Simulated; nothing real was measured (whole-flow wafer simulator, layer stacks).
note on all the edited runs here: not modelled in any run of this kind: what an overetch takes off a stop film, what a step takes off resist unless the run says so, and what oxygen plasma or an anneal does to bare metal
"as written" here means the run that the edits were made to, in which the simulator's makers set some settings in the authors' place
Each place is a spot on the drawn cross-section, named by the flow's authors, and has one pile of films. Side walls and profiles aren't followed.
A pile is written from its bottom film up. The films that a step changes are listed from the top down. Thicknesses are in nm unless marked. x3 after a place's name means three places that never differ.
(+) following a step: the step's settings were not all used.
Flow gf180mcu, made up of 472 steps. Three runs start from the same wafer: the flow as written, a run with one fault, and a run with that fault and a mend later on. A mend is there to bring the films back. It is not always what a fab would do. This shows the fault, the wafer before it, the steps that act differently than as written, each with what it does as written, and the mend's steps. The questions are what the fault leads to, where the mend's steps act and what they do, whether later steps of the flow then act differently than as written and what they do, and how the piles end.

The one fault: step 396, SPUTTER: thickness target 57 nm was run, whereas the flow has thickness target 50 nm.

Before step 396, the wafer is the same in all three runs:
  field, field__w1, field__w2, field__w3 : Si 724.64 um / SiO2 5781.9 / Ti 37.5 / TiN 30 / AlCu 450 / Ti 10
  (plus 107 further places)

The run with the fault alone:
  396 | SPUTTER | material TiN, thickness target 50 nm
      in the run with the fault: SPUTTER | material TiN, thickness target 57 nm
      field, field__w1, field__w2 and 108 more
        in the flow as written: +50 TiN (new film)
        in the run with the fault: +57 TiN (new film)
  Steps further on in the flow that do not act as written (1 more step, not shown, differs only slightly: by at most 2% or 0.5 nm, whichever is larger):
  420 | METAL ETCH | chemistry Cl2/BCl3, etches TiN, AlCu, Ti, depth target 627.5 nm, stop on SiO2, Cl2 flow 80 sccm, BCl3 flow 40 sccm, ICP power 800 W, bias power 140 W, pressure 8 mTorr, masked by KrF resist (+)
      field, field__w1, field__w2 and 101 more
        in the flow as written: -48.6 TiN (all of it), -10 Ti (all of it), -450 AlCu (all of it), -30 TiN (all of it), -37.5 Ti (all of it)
        in the run with the fault: -55.6 TiN (all of it), -10 Ti (all of it), -450 AlCu (all of it), -30 TiN (all of it), -37.5 Ti (all of it)
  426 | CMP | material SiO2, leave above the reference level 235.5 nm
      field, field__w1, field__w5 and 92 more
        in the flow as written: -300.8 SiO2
        in the run with the fault: -293.8 SiO2
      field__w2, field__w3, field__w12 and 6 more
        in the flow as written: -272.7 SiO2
        in the run with the fault: -265.4 SiO2
  By the end, the piles at field__w4, field__w8, contact, m1, m1__w1, mim, mim_1p0, m1_nw depart from the flow's by more than 2% or 0.5 nm, whichever is larger.
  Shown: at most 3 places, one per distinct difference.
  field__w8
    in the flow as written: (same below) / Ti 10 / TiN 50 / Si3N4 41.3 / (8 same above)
    in the run with the fault: (same below) / Ti 10 / TiN 57 / Si3N4 41.3 / (8 same above)
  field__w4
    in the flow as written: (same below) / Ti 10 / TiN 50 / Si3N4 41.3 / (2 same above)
    in the run with the fault: (same below) / Ti 10 / TiN 57 / Si3N4 41.3 / (2 same above)
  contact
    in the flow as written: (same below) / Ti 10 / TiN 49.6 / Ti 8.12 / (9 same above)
    in the run with the fault: (same below) / Ti 10 / TiN 56.6 / Ti 8.12 / (9 same above)

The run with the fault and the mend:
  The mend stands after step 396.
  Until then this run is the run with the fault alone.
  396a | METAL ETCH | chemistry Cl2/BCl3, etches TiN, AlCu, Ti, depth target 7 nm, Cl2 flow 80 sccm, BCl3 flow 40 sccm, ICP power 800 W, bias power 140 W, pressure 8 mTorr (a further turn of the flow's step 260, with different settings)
      field, field__w1, field__w2 and 108 more
        -7 TiN
  Every later step of the flow that is run acts as written at every place that is followed.
  The piles end the same as the flow's at every place that both follow.
